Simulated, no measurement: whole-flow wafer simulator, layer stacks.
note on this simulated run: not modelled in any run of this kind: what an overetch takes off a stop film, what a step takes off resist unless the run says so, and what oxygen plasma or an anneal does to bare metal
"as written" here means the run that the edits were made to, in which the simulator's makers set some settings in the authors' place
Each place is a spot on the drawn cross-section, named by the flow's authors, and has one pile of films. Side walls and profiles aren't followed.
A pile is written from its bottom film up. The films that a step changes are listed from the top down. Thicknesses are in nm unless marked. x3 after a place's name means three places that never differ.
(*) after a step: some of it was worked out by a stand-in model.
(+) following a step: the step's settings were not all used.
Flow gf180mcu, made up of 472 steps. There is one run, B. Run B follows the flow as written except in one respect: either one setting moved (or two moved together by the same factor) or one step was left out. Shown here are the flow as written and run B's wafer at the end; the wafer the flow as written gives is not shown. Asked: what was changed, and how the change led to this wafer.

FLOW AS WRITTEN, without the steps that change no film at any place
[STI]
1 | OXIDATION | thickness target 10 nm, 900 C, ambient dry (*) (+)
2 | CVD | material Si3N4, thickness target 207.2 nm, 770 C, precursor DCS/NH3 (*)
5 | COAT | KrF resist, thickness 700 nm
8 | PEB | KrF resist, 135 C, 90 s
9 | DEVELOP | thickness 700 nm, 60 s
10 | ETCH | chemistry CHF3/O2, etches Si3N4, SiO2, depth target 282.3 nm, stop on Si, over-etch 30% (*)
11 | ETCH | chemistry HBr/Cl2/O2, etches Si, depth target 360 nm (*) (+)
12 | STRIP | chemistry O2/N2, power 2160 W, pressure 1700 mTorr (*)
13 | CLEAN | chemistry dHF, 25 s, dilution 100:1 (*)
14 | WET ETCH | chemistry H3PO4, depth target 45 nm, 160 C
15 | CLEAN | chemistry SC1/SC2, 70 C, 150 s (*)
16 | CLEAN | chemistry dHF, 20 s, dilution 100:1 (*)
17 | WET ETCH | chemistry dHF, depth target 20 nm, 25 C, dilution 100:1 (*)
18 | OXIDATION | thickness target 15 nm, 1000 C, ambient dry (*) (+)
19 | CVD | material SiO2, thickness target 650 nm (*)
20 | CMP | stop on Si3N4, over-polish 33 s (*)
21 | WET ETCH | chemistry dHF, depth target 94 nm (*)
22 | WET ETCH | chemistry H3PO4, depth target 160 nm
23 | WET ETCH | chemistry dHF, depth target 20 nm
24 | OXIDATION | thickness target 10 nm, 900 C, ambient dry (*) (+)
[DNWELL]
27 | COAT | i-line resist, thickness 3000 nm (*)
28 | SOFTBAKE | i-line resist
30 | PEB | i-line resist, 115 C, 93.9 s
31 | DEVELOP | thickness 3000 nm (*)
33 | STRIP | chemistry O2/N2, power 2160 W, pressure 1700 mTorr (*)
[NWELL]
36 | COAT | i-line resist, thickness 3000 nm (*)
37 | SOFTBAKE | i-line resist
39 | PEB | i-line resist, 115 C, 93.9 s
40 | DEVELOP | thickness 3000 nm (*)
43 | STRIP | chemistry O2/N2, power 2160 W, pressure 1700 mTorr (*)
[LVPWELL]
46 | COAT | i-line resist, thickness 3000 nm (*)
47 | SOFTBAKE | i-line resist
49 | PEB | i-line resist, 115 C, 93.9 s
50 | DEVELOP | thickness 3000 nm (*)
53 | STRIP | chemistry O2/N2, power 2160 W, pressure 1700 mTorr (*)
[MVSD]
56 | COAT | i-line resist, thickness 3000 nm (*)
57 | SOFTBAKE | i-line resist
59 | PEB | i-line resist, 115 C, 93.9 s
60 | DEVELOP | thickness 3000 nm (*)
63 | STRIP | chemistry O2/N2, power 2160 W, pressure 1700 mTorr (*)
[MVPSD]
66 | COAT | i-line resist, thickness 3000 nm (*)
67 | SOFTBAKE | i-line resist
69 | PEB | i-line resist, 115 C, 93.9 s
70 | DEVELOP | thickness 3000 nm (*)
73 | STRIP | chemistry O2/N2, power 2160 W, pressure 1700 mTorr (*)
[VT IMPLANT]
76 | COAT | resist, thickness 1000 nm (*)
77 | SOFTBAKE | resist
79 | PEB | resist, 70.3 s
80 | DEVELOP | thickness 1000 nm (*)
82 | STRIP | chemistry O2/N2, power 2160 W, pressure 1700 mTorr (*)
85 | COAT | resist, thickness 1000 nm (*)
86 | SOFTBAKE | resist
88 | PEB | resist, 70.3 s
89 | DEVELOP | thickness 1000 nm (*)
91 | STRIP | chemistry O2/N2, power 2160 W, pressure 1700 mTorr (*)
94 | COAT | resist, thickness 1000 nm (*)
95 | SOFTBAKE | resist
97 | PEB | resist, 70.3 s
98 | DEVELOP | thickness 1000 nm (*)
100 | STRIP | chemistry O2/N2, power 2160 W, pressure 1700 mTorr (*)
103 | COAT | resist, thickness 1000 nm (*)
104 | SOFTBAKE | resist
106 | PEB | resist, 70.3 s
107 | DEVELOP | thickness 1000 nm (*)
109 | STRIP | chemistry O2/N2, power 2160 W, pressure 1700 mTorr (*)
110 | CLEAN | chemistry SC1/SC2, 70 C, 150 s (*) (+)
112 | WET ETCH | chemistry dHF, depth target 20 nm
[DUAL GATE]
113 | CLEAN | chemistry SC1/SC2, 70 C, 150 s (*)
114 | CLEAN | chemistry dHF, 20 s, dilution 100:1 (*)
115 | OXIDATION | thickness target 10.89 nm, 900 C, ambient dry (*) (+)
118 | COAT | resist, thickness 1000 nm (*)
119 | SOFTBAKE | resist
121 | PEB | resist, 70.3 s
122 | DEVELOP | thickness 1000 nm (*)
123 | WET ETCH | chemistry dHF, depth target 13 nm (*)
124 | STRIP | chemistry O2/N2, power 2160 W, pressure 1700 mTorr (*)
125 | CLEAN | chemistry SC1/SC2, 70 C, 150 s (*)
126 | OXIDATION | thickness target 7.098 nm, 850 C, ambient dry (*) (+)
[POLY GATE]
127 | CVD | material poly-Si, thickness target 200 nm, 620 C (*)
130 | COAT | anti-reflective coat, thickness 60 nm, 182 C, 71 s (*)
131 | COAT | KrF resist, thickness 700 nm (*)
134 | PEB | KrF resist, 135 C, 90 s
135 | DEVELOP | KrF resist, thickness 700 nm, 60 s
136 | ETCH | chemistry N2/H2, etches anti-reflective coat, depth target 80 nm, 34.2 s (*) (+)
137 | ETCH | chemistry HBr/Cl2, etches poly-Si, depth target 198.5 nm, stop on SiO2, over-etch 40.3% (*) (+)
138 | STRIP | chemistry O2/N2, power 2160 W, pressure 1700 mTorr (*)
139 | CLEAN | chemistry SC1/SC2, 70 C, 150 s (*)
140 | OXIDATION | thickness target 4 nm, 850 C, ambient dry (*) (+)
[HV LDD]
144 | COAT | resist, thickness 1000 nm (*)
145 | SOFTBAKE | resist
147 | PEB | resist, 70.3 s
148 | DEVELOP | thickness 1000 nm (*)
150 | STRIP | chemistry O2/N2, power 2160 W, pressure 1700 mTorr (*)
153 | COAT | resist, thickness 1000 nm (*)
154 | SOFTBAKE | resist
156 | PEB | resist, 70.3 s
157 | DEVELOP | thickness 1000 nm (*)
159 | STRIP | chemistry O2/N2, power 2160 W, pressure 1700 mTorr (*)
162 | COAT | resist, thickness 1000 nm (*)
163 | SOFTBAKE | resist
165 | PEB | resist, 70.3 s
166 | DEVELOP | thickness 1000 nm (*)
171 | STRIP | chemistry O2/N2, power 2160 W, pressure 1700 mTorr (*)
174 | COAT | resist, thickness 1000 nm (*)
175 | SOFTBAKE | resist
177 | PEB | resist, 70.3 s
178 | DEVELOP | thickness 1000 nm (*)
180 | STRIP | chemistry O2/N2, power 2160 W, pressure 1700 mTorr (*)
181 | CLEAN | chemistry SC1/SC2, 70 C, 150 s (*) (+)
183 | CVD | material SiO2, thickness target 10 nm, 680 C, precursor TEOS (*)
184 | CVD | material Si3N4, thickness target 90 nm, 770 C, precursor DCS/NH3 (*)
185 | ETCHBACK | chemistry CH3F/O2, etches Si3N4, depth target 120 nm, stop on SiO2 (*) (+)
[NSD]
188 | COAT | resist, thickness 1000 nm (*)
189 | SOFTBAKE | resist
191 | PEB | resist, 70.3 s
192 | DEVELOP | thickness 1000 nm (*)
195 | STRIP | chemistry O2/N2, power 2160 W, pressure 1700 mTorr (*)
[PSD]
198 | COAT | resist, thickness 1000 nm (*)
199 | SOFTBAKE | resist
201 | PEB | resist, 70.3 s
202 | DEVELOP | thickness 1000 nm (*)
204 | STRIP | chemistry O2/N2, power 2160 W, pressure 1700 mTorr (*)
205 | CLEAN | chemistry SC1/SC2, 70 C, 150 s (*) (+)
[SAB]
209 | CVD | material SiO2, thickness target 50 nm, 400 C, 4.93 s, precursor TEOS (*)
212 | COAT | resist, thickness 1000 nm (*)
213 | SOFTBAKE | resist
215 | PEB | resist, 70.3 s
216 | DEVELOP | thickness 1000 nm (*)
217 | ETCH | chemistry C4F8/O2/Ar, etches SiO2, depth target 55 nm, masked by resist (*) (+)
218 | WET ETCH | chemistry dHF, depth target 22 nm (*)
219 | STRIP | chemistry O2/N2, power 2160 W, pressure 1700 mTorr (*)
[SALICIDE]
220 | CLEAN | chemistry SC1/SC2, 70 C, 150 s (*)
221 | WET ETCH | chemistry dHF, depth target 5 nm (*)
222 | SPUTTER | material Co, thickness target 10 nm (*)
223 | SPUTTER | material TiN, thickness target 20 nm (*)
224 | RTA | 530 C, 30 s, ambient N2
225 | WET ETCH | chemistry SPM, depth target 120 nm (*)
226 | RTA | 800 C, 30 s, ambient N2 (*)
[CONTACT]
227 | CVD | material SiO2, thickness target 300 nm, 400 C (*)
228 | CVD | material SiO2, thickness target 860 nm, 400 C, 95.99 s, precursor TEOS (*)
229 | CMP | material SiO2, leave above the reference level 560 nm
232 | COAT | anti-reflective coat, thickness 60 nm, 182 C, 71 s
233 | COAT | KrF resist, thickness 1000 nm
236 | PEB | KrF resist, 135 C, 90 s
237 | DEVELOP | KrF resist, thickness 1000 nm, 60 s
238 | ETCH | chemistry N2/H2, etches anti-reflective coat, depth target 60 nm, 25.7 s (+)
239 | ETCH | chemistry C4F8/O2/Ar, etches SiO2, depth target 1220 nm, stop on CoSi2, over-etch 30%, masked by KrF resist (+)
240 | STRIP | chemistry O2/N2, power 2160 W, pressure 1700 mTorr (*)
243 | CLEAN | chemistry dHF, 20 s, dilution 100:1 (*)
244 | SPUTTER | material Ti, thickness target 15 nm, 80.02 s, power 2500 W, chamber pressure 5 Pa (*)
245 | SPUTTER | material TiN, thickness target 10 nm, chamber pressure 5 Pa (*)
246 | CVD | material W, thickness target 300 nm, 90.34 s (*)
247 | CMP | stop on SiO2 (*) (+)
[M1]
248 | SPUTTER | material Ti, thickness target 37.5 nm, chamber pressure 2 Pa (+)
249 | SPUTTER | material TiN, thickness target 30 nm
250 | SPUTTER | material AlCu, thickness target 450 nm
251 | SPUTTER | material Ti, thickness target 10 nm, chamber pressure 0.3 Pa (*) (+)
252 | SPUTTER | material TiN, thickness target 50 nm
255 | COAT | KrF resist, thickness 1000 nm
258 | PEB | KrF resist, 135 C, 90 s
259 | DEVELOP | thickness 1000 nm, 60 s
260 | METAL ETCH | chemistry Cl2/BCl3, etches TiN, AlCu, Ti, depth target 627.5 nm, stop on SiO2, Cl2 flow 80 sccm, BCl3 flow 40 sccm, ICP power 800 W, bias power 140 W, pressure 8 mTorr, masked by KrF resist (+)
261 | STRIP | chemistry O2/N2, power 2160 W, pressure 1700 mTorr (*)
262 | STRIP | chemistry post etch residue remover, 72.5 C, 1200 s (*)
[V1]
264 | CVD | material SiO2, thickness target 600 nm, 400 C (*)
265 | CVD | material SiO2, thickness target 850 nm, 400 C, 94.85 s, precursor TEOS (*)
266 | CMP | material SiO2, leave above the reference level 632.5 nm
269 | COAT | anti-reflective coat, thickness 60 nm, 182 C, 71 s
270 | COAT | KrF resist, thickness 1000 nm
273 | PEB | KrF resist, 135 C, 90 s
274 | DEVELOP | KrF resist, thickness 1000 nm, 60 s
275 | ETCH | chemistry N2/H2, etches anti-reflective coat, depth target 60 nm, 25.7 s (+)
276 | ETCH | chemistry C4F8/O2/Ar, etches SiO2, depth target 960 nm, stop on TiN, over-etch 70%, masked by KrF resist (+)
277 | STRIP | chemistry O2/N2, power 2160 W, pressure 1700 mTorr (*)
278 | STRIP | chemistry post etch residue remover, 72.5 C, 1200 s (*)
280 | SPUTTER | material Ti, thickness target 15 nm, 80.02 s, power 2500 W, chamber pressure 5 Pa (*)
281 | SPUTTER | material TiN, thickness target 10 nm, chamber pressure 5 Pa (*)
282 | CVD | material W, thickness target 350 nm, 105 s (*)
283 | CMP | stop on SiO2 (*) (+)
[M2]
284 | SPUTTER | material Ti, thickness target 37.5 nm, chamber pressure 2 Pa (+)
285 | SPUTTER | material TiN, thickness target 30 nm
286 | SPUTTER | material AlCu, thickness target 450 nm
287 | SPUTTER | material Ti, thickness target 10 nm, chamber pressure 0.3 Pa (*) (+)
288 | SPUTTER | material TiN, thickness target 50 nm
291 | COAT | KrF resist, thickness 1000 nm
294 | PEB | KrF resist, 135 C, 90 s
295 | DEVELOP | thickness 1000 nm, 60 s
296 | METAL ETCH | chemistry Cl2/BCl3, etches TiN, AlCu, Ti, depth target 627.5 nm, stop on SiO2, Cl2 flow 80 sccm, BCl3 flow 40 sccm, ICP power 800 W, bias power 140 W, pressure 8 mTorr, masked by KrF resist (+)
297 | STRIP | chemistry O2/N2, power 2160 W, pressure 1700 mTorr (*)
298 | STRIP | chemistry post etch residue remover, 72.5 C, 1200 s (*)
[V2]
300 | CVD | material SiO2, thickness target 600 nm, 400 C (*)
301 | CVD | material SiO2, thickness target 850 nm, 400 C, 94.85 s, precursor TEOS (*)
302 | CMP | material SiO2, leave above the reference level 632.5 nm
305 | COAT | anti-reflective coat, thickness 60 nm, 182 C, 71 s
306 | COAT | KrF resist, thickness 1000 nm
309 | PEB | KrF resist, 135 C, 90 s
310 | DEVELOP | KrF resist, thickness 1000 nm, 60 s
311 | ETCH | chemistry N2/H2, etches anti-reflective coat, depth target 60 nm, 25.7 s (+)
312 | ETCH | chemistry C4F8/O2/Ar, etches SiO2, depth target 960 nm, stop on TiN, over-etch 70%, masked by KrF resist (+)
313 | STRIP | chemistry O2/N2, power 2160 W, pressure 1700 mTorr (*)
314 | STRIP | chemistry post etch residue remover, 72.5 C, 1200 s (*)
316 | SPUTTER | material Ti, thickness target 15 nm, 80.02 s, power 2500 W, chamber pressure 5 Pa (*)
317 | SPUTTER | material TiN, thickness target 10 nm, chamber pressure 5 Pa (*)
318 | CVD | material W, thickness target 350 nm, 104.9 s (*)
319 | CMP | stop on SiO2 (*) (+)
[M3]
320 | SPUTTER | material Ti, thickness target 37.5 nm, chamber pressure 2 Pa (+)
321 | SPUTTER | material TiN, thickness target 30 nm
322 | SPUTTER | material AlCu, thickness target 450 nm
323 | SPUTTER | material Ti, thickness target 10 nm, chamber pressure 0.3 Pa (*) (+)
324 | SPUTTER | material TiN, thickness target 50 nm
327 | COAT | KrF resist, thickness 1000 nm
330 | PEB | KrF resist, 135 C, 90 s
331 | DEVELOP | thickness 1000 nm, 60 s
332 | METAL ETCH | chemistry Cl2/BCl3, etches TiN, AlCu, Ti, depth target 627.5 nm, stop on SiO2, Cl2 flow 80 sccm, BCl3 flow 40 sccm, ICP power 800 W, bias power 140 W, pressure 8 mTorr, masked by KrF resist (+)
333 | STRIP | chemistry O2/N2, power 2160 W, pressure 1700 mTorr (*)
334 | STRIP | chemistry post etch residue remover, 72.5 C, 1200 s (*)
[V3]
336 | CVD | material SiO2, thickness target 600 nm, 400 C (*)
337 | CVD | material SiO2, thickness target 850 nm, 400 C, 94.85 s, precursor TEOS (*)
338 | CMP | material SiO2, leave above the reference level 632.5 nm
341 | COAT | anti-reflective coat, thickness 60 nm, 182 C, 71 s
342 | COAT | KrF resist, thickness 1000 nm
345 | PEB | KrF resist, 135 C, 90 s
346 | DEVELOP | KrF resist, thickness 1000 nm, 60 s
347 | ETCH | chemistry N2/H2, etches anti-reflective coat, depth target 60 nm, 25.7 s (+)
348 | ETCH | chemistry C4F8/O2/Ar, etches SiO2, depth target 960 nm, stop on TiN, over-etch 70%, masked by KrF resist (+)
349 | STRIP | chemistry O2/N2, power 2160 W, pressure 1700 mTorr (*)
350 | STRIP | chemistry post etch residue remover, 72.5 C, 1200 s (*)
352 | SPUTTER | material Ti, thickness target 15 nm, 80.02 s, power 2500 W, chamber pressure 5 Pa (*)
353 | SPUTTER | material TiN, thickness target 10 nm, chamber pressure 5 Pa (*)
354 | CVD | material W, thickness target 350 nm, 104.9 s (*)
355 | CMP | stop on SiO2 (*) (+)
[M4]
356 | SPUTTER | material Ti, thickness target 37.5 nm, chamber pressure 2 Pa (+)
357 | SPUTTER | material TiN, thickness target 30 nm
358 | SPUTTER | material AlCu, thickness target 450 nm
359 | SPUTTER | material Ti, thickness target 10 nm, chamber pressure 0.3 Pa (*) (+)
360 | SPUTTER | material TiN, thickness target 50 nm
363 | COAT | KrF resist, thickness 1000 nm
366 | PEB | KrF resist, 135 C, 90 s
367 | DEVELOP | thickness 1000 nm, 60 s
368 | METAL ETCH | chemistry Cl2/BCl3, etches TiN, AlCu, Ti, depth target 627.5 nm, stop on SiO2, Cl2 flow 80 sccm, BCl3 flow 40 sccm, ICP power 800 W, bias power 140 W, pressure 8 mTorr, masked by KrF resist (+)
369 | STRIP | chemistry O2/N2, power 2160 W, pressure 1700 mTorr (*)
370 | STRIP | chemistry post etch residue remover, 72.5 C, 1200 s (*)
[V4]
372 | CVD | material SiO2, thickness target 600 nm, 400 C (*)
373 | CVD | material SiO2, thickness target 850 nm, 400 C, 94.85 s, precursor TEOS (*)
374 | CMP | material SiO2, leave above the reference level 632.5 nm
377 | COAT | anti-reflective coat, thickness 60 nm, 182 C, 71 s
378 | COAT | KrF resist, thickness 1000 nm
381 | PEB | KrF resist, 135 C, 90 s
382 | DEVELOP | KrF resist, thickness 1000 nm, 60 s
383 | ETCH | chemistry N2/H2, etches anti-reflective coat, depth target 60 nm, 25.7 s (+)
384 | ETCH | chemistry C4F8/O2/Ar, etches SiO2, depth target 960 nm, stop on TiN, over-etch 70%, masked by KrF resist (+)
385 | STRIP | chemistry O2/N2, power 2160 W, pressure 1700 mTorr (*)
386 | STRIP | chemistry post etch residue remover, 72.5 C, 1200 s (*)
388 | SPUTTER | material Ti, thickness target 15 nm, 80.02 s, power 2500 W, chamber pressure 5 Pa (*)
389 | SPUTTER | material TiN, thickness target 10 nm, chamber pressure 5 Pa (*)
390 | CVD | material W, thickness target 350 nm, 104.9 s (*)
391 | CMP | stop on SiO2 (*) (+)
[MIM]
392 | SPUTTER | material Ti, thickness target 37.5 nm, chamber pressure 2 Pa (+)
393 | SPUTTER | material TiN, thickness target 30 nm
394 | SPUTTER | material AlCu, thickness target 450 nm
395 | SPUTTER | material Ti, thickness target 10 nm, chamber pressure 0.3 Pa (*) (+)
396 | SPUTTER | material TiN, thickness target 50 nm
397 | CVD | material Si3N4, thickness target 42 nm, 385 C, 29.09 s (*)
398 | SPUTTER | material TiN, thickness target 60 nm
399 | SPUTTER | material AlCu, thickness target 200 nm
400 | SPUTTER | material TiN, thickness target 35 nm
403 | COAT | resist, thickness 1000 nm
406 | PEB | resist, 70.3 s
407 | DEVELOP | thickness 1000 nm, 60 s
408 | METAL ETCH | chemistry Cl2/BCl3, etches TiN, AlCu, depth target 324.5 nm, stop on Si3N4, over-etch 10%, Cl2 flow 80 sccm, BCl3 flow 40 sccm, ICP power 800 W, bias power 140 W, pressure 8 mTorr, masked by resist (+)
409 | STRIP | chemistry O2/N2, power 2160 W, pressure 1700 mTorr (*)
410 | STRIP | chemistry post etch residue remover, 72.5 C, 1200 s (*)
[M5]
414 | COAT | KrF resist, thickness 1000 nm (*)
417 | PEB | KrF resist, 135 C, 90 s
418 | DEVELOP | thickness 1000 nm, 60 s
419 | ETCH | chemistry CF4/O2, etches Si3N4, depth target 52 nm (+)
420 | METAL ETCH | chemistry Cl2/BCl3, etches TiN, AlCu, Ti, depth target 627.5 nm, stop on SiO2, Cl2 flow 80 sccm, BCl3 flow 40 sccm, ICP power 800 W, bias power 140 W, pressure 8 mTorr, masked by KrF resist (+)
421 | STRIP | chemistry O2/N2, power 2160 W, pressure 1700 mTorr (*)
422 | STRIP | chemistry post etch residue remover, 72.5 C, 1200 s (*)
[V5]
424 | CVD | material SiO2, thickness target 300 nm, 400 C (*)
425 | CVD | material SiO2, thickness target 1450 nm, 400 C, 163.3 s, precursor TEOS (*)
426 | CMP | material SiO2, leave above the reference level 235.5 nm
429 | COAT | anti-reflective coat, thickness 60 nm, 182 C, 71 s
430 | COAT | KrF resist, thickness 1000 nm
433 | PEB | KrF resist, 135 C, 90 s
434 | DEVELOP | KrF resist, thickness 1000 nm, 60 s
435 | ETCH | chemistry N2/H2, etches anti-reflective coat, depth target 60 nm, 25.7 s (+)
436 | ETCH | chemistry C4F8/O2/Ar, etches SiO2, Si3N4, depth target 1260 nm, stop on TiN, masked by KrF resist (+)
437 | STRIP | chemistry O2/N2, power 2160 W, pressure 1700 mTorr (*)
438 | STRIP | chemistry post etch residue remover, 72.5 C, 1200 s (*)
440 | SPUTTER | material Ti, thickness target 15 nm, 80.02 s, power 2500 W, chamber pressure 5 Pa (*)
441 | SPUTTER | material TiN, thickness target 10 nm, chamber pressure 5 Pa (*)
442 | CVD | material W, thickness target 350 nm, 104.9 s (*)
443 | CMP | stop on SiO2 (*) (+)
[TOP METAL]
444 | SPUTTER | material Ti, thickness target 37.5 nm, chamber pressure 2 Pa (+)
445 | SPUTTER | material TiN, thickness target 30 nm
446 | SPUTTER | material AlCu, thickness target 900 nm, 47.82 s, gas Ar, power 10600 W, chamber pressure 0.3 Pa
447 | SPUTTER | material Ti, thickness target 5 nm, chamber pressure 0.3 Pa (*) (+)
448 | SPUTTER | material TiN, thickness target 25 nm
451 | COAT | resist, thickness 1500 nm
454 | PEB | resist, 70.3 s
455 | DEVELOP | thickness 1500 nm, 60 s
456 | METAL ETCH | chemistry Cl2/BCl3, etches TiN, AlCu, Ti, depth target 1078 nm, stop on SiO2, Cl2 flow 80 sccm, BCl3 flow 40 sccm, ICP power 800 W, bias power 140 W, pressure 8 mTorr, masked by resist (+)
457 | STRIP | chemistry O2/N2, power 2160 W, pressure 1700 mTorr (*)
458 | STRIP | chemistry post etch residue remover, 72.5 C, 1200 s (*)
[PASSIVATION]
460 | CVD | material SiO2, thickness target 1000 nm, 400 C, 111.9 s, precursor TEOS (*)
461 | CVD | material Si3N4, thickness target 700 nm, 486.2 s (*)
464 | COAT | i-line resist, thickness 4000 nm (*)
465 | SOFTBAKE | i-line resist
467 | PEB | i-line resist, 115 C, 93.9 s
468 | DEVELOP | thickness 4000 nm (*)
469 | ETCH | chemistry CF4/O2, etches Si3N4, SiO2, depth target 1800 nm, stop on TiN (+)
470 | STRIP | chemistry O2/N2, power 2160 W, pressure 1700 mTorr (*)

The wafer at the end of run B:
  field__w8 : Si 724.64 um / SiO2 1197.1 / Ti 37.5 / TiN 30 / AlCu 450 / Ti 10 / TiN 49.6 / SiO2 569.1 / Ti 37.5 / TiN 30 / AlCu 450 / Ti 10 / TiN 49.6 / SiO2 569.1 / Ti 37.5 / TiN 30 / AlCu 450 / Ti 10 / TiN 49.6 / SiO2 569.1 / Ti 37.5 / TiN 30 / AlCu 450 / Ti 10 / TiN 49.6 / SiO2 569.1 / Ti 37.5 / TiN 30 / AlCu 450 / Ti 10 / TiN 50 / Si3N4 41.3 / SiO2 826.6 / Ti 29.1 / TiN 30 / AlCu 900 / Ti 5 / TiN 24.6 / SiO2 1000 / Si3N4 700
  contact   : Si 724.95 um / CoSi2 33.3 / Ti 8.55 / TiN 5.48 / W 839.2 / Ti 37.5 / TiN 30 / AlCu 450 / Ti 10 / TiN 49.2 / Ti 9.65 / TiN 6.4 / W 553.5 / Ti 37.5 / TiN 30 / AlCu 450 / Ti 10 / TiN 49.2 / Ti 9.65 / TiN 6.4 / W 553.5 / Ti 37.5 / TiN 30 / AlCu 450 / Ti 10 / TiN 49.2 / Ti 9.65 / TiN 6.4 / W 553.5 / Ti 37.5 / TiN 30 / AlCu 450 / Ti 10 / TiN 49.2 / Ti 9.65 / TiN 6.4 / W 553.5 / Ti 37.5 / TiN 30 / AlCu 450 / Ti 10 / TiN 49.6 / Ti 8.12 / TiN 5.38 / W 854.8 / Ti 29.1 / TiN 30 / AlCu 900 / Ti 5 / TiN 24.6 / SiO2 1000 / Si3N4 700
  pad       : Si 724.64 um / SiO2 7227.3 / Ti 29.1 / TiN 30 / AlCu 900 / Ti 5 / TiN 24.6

The reason: step 444, SPUTTER: thickness target 29.1 nm was run, though the flow has thickness target 37.5 nm.
The wafer itself shows it: field__w8 has Ti 29.1, and step 444 as written asks for 37.5 nm.

How this came from the change, step by step:
  444 | SPUTTER | material Ti, thickness target 37.5 nm, chamber pressure 2 Pa (+)
      field, field__w1, field__w2 and 109 more: +29.1 Ti (new film) (as written it would have been: +37.5 Ti (new film))
  456 | METAL ETCH | chemistry Cl2/BCl3, etches TiN, AlCu, Ti, depth target 1078 nm, stop on SiO2, Cl2 flow 80 sccm, BCl3 flow 40 sccm, ICP power 800 W, bias power 140 W, pressure 8 mTorr, masked by resist (+)
      field, field__w1, field__w2 and 103 more: -25 TiN (all of it), -5 Ti (all of it), -900 AlCu (all of it), -30 TiN (all of it), -29.1 Ti (all of it) (as written it would have been: -25 TiN (all of it), -5 Ti (all of it), -900 AlCu (all of it), -30 TiN (all of it), -37.5 Ti (all of it))
